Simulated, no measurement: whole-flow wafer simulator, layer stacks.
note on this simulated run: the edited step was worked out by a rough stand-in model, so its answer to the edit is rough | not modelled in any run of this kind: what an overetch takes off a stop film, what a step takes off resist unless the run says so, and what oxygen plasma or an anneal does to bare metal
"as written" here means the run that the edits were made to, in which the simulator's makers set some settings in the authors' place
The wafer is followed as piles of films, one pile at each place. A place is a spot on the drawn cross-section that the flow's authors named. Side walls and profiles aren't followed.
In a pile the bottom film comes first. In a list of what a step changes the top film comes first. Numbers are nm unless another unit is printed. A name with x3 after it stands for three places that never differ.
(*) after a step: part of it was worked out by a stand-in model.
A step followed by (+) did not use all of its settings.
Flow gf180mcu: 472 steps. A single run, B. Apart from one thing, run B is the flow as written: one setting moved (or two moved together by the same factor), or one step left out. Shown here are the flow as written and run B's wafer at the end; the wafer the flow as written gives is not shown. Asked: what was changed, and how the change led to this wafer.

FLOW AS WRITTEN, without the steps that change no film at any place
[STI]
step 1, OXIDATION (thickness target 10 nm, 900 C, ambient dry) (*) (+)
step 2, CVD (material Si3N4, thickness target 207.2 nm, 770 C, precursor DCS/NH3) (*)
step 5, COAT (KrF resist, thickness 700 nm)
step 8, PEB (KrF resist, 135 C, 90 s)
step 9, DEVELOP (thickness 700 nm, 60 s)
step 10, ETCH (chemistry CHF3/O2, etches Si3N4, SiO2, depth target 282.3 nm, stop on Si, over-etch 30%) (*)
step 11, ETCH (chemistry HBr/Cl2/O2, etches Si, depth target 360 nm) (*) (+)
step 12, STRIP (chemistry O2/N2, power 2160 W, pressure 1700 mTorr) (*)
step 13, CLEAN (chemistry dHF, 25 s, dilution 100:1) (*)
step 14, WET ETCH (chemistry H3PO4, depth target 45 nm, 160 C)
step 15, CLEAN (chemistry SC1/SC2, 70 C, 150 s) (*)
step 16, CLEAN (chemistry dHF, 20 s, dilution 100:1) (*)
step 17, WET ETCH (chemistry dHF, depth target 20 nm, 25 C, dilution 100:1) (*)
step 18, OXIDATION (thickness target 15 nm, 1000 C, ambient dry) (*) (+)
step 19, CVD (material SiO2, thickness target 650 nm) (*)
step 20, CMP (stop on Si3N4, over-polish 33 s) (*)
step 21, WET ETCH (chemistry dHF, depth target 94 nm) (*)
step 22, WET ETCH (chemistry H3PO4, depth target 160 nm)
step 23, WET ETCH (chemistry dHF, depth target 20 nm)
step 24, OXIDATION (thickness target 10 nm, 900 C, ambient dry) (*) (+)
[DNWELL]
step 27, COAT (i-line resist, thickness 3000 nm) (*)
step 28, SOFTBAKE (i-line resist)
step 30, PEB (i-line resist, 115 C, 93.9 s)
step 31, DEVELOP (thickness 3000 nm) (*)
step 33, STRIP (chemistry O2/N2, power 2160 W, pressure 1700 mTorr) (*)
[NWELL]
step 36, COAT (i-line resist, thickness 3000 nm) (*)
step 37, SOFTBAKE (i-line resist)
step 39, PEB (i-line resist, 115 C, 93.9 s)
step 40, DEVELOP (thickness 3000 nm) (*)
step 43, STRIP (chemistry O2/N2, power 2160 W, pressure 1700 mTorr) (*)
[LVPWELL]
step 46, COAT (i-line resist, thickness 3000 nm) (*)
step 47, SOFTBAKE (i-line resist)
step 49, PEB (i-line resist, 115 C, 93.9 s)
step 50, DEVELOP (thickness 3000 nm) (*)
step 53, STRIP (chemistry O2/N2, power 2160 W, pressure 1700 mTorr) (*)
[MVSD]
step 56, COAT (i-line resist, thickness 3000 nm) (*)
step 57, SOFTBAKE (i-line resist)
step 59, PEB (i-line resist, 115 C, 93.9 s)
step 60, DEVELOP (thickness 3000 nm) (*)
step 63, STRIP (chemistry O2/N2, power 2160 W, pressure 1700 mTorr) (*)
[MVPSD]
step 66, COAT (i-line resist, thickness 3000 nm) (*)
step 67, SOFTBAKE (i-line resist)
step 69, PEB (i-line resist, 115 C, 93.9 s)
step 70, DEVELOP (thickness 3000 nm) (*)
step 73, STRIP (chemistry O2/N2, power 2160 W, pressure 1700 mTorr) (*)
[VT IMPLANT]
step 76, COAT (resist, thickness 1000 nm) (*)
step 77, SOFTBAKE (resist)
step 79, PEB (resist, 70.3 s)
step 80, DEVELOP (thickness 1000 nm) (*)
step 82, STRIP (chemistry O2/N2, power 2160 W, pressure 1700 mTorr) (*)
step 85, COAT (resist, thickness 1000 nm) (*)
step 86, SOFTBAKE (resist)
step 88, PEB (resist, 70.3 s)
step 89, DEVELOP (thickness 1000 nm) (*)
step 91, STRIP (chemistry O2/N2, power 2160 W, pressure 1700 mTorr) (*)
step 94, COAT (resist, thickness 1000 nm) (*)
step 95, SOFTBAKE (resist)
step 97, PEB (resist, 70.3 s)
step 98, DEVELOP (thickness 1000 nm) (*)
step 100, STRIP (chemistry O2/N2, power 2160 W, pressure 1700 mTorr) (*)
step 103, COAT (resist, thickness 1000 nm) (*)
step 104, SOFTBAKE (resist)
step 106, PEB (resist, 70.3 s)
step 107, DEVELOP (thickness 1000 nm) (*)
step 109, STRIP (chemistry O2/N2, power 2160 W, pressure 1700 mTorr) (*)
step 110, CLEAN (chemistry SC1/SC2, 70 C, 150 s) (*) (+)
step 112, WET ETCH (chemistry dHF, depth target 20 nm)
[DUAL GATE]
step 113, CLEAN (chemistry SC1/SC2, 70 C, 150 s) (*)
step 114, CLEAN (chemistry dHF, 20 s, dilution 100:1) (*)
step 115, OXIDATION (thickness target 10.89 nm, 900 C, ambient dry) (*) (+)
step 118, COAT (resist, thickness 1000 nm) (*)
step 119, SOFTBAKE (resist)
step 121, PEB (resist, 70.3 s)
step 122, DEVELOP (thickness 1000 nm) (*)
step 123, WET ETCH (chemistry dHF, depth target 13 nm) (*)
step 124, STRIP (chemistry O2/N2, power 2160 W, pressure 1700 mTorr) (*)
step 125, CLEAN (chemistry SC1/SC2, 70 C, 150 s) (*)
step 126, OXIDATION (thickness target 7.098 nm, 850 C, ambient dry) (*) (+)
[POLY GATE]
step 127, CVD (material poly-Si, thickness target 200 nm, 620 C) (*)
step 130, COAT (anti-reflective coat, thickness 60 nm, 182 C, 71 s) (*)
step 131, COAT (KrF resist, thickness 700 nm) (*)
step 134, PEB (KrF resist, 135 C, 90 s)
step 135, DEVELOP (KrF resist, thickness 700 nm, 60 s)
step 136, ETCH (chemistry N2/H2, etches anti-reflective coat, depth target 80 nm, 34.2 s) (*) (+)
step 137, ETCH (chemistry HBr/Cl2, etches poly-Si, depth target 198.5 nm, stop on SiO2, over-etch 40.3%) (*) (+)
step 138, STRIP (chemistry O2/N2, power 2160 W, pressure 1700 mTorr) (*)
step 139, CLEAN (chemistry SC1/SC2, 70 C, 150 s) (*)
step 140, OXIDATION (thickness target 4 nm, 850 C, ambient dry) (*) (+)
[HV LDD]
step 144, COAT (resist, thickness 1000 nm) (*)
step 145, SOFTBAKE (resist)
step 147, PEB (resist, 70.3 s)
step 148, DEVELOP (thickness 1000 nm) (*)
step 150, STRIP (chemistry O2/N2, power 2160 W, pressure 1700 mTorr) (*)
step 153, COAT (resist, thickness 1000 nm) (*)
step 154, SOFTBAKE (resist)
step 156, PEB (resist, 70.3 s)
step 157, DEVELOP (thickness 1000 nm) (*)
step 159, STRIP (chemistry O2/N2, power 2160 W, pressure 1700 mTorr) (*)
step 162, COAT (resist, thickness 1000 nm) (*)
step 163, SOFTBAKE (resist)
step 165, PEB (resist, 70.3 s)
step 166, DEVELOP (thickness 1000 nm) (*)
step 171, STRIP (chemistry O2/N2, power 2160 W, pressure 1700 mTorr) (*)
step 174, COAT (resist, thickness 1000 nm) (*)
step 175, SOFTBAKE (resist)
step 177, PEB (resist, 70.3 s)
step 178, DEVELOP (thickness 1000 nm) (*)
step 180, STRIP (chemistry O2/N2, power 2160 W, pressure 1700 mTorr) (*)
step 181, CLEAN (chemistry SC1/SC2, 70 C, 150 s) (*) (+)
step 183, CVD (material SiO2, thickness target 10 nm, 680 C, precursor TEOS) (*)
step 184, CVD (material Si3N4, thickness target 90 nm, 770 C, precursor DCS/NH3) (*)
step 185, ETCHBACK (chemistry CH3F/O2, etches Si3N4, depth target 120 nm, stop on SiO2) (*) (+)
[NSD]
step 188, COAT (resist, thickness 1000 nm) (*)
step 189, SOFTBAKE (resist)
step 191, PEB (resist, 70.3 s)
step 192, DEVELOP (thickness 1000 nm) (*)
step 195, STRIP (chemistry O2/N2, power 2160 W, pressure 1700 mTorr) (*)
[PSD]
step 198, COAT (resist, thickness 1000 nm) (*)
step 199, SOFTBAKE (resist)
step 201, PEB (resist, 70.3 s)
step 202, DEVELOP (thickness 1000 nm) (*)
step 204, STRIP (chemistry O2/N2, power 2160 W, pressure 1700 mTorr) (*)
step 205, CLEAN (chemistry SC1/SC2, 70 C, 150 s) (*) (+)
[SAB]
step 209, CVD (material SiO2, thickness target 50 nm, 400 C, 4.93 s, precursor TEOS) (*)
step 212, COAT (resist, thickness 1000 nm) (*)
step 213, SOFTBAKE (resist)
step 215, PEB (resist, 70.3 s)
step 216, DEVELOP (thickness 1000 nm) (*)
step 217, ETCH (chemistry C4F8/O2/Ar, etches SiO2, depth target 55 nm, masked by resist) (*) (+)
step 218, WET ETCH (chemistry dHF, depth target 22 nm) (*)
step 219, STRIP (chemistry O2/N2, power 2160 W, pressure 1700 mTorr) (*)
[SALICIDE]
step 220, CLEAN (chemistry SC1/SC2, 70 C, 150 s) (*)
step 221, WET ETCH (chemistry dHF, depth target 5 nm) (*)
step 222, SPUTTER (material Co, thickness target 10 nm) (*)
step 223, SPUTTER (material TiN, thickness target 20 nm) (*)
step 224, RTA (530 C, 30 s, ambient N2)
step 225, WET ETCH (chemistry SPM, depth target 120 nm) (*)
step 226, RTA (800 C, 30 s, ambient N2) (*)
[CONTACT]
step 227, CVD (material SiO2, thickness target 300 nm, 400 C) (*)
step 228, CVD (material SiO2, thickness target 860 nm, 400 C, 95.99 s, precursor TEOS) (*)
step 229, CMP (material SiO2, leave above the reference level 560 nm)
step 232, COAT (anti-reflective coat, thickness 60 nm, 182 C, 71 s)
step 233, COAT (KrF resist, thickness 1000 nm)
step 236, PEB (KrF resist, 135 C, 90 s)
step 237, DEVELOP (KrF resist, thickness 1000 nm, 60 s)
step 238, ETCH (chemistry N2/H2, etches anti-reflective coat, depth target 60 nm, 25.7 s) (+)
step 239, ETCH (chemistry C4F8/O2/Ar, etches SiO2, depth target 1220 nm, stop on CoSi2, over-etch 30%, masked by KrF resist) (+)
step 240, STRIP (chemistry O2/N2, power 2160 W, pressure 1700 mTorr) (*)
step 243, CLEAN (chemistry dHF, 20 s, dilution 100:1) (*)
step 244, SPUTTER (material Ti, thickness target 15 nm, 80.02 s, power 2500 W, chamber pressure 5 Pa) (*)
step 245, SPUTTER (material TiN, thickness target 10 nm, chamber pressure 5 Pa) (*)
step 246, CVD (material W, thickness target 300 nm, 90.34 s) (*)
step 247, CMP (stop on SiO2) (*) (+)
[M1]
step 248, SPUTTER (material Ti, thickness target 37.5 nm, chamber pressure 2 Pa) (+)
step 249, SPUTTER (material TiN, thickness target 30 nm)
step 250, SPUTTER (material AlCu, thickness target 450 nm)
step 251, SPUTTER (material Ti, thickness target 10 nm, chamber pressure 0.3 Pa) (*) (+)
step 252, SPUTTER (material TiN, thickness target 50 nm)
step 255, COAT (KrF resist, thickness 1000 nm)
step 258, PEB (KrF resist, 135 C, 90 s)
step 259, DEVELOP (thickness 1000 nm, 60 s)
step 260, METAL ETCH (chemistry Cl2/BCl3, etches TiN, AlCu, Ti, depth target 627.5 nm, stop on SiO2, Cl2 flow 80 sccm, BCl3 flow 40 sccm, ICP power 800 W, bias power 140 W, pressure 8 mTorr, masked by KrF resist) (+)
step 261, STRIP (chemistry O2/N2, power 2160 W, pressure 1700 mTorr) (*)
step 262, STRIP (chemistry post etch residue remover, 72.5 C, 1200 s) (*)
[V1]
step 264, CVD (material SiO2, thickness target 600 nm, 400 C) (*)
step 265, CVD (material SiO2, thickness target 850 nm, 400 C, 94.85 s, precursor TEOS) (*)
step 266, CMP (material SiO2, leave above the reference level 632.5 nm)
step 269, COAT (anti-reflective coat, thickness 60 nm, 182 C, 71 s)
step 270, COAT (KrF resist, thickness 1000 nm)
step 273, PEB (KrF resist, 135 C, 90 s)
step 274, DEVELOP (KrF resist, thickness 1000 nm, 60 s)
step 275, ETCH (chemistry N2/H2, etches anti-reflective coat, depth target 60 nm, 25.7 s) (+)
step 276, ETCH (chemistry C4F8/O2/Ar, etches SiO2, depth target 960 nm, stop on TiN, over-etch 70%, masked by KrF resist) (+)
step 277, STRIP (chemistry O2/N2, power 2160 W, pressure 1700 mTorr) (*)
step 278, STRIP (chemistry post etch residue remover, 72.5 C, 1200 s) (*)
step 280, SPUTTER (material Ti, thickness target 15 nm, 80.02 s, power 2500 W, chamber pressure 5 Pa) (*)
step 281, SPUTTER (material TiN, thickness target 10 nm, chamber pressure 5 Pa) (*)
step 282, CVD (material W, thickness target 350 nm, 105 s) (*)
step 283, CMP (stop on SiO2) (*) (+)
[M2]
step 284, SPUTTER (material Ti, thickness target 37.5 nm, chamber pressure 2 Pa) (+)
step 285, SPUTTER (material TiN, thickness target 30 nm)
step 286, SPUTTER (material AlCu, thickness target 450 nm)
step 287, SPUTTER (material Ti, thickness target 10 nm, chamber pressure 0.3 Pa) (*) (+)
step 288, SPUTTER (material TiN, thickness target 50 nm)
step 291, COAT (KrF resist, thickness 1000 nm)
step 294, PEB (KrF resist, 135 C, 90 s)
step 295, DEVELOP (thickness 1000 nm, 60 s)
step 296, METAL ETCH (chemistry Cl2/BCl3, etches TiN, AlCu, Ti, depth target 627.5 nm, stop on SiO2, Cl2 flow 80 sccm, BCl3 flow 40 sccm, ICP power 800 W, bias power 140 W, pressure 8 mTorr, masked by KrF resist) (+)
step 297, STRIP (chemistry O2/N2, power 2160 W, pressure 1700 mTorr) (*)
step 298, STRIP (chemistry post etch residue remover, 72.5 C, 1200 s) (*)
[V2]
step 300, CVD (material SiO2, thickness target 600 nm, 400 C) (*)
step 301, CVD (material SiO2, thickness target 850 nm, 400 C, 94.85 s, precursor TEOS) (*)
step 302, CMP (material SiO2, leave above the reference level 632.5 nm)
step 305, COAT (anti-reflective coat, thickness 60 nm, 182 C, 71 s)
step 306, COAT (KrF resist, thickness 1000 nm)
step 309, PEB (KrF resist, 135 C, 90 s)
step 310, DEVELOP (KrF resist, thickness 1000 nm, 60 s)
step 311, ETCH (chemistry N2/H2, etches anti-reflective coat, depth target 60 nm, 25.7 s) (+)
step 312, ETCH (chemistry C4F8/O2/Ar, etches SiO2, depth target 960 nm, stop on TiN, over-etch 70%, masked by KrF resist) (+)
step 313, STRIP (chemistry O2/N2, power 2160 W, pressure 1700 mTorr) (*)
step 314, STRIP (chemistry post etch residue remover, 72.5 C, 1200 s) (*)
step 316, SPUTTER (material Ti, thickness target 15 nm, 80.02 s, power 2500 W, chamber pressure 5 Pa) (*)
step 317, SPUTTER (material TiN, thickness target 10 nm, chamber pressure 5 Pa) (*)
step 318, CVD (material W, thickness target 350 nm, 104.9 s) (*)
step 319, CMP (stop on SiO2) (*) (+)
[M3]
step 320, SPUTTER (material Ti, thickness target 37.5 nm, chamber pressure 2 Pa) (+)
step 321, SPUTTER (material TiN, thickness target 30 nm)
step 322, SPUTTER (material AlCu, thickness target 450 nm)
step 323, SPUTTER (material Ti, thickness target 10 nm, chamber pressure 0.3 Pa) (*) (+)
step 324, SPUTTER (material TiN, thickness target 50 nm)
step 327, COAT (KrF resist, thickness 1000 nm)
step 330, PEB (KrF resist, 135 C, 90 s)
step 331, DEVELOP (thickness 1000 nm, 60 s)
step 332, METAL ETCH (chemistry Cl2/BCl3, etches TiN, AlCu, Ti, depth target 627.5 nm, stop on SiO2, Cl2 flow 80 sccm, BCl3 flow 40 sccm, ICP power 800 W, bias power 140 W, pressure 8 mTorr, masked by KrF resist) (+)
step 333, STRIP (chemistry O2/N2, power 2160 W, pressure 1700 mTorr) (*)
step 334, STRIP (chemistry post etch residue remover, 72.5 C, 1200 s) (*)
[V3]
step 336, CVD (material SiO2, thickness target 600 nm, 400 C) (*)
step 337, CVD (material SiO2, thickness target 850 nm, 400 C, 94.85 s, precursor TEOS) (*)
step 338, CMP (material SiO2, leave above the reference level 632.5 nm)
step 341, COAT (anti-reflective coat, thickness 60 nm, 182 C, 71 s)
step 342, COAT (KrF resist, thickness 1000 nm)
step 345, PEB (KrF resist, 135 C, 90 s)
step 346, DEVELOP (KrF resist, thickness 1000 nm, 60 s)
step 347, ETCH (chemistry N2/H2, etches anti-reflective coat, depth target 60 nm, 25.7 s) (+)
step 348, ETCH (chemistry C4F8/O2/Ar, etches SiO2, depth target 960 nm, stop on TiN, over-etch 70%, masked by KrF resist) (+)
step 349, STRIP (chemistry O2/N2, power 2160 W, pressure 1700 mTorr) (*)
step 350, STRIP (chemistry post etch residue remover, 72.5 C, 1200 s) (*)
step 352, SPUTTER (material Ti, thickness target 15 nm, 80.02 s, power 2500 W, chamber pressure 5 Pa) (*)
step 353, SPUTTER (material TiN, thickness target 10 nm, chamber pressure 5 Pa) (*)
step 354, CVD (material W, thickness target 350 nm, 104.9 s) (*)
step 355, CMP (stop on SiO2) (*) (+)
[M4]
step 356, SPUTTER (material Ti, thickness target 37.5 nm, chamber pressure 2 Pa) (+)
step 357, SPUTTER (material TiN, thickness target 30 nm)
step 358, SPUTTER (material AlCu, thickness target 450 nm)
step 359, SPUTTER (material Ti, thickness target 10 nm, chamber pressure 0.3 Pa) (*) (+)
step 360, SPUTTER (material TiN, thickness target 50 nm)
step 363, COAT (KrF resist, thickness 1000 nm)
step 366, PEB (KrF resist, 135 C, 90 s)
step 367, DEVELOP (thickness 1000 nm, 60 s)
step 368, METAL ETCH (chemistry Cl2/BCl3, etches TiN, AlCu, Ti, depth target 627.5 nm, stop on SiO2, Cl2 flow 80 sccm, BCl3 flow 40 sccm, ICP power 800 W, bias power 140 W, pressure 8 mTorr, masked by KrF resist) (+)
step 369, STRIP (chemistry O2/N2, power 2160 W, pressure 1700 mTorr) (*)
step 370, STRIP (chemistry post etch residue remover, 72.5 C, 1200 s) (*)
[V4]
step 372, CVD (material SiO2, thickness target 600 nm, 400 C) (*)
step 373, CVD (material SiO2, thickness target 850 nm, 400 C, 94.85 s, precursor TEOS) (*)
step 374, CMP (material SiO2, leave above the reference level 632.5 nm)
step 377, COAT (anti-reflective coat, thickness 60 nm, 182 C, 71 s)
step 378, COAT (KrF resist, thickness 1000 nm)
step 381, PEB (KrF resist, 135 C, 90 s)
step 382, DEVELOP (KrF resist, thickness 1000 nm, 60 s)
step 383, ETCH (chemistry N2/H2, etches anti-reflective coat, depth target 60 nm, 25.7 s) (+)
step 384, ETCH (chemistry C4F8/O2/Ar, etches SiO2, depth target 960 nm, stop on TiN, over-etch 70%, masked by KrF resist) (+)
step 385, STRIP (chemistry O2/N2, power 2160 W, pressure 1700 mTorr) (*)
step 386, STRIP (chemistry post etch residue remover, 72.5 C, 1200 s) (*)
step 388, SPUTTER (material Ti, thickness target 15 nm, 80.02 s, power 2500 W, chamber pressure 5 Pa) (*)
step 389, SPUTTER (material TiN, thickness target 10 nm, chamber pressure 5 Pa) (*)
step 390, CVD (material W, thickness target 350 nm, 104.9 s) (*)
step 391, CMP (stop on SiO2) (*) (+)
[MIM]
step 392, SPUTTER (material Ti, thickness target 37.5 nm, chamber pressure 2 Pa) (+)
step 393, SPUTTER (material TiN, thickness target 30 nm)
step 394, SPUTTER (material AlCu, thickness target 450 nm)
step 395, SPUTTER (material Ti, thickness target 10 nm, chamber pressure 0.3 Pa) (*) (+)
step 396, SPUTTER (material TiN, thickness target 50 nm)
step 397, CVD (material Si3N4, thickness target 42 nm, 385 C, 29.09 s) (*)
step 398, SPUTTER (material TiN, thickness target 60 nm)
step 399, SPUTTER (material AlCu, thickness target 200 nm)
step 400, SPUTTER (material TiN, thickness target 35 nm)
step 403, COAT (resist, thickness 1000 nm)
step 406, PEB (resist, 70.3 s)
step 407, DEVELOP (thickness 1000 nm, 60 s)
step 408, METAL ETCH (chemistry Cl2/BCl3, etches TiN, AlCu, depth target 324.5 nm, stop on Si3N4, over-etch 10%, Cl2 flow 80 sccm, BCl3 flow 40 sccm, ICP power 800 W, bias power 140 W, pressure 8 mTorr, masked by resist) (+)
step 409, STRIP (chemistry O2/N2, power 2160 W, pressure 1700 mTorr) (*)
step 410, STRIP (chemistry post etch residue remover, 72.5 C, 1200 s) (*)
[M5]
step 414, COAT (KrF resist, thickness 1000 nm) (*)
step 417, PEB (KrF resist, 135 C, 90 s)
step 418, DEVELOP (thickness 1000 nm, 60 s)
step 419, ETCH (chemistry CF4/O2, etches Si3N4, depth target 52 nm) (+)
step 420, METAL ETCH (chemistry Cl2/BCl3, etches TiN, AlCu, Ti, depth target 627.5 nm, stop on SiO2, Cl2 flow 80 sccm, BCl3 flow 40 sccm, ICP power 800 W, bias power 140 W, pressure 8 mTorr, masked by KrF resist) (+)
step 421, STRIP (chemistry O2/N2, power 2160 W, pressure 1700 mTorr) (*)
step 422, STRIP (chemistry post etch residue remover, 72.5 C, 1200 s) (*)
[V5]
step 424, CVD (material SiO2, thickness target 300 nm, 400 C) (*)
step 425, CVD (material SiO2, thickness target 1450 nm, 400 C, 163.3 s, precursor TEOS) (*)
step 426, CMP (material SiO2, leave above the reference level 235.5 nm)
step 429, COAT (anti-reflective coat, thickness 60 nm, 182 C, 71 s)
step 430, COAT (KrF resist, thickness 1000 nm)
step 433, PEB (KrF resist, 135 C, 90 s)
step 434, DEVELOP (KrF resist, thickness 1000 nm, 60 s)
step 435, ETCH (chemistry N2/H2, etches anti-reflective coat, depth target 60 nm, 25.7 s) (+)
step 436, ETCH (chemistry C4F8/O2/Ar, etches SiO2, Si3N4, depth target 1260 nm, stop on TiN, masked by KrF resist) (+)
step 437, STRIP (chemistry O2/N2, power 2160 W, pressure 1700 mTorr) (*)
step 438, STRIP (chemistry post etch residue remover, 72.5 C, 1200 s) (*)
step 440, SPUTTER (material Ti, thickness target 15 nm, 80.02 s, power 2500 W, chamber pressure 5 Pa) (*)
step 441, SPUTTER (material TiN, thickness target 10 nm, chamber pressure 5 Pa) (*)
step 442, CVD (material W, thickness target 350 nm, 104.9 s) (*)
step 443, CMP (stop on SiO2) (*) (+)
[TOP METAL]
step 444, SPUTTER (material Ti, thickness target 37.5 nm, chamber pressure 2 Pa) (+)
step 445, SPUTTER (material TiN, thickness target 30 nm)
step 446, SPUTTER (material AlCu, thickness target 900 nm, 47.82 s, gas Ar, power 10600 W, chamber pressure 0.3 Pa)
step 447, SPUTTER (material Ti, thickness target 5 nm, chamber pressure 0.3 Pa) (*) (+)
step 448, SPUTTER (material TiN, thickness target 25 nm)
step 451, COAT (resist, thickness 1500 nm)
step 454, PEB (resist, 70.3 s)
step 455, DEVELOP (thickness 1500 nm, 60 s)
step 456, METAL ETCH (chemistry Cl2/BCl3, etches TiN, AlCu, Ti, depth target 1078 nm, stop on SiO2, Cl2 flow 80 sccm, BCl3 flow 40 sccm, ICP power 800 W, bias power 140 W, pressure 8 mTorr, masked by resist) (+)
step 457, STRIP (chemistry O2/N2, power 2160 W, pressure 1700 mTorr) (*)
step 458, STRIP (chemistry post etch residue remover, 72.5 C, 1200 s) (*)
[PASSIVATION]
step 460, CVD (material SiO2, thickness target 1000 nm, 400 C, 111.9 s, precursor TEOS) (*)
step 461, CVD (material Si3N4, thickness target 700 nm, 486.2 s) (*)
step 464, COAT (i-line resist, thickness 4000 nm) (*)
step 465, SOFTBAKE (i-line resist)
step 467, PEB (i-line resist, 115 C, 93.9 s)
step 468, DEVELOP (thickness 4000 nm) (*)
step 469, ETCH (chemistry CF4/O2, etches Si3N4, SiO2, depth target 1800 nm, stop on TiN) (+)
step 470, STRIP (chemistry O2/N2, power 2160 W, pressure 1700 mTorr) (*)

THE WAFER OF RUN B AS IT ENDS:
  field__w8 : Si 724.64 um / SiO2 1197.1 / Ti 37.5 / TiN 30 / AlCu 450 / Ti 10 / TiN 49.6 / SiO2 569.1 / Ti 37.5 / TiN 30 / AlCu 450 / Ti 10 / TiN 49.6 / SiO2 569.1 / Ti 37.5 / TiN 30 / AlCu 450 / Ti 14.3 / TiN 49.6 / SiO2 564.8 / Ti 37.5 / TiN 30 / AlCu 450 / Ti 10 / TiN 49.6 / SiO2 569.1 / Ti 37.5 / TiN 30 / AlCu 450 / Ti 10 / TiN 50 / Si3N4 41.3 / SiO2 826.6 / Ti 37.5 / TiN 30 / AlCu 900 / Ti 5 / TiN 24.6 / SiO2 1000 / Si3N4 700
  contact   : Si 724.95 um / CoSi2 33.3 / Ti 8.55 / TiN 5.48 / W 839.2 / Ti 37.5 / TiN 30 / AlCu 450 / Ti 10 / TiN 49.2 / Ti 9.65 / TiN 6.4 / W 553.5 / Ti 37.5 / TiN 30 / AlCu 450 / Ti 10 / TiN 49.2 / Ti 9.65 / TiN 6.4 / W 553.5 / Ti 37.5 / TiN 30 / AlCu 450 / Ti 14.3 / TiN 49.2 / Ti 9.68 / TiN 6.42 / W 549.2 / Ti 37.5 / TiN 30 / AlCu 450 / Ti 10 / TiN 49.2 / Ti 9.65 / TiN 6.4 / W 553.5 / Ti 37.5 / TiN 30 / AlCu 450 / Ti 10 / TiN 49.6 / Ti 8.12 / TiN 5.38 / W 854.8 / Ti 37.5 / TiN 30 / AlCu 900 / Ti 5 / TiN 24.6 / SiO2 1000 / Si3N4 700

What caused this: step 323, SPUTTER: thickness target 14.3 nm was run, whereas the flow has thickness target 10 nm.
The wafer lets one read it off: field__w8 has Ti 14.3, and step 323 as written asks for 10 nm.

How this came from the change, step by step:
  step 323, SPUTTER (material Ti, thickness target 10 nm, chamber pressure 0.3 Pa) (*) (+)
      field, field__w1, field__w2 and 108 more: +14.3 Ti (new film) (in the flow as written it would be: +10 Ti (new film))
  step 332, METAL ETCH (chemistry Cl2/BCl3, etches TiN, AlCu, Ti, depth target 627.5 nm, stop on SiO2, Cl2 flow 80 sccm, BCl3 flow 40 sccm, ICP power 800 W, bias power 140 W, pressure 8 mTorr, masked by KrF resist) (+)
      field, field__w1, field__w2 and 103 more: -50 TiN (all of it), -14.3 Ti (all of it), -450 AlCu (all of it), -30 TiN (all of it), -37.5 Ti (all of it) (in the flow as written it would be: -50 TiN (all of it), -10 Ti (all of it), -450 AlCu (all of it), -30 TiN (all of it), -37.5 Ti (all of it))
